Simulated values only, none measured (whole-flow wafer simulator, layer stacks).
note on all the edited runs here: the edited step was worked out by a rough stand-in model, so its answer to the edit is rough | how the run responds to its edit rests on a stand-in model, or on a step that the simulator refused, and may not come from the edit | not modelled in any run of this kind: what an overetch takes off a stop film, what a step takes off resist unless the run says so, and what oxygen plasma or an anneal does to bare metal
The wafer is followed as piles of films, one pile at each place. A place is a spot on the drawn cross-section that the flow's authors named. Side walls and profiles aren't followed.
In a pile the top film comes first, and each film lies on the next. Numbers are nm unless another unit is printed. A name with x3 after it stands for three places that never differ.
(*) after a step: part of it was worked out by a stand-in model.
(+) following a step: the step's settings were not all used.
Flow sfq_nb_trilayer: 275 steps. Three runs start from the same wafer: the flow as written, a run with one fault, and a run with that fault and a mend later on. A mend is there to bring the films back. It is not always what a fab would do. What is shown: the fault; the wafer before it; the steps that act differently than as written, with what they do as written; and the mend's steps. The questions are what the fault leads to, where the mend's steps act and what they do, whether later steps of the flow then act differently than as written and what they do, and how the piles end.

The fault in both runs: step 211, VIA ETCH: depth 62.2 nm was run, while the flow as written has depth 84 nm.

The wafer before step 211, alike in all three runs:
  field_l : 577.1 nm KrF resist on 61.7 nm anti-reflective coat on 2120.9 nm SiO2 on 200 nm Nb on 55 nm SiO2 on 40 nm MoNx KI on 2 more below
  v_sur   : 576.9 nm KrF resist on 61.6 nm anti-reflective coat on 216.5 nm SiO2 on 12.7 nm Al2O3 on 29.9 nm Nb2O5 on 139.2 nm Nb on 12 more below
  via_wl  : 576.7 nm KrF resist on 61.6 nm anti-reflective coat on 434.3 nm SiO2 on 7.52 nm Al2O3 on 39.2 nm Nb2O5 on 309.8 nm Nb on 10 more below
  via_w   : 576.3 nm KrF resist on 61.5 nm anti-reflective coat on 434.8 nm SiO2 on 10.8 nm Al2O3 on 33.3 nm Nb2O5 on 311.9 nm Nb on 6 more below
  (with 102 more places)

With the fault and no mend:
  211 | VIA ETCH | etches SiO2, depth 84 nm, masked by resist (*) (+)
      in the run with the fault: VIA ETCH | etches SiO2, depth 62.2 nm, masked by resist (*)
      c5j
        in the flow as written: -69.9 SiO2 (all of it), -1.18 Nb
        in the run with the fault: -62.2 SiO2
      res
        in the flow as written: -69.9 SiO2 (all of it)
        in the run with the fault: -62.2 SiO2
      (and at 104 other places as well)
  Later steps of the flow acting differently than as written (7 more steps, not shown, differ only slightly: by at most 2% or 0.5 nm, whichever is larger):
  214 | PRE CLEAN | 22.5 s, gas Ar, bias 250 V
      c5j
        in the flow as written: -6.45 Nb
        in the run with the fault: -7.69 SiO2 (all of it)
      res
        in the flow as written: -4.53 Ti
        in the run with the fault: -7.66 SiO2 (all of it)
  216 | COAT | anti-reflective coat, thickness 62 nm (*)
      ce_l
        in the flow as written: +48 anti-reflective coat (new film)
        in the run with the fault: +50 anti-reflective coat (new film)
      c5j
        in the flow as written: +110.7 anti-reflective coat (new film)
        in the run with the fault: +105.3 anti-reflective coat (new film)
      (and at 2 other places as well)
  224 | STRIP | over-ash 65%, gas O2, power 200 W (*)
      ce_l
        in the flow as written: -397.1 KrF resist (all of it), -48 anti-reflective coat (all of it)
        in the run with the fault: -395.9 KrF resist (all of it), -50 anti-reflective coat (all of it)
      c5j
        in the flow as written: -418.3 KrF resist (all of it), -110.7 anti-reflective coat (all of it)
        in the run with the fault: -414.4 KrF resist (all of it), -105.3 anti-reflective coat (all of it)
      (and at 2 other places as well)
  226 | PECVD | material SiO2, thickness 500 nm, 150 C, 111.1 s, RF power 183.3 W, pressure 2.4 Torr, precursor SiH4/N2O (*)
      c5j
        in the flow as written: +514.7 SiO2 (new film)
        in the run with the fault: +504.4 SiO2 (new film)
  By the end, the piles at c5j, res depart from the flow's by more than 2% or 0.5 nm, whichever is larger.
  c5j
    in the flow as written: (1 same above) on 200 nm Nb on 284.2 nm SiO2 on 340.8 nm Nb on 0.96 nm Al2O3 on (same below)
    in the run with the fault: (1 same above) on 200 nm Nb on 273.9 nm SiO2 on 351.1 nm Nb on 0.96 nm Al2O3 on (same below)
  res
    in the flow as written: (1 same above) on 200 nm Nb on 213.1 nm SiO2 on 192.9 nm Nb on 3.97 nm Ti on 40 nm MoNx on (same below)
    in the run with the fault: (1 same above) on 200 nm Nb on 207.7 nm SiO2 on 193.8 nm Nb on 8.5 nm Ti on 40 nm MoNx on (same below)

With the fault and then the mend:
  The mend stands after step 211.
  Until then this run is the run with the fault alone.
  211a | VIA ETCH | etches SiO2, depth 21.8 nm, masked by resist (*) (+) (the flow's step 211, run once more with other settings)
      field_l, v_sur, via_wl and 101 more
        -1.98 KrF resist
      c5j
        -7.69 SiO2 (all of it), -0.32 Nb
      res
        -7.66 SiO2 (all of it)
  None of the later steps of the flow differs from how it acts as written, at any place that is followed, by more than 2% or 0.5 nm, whichever is larger.
  At the end the piles are close to the flow's at the places that both follow, differing by at most 2% or 0.5 nm, whichever is larger.
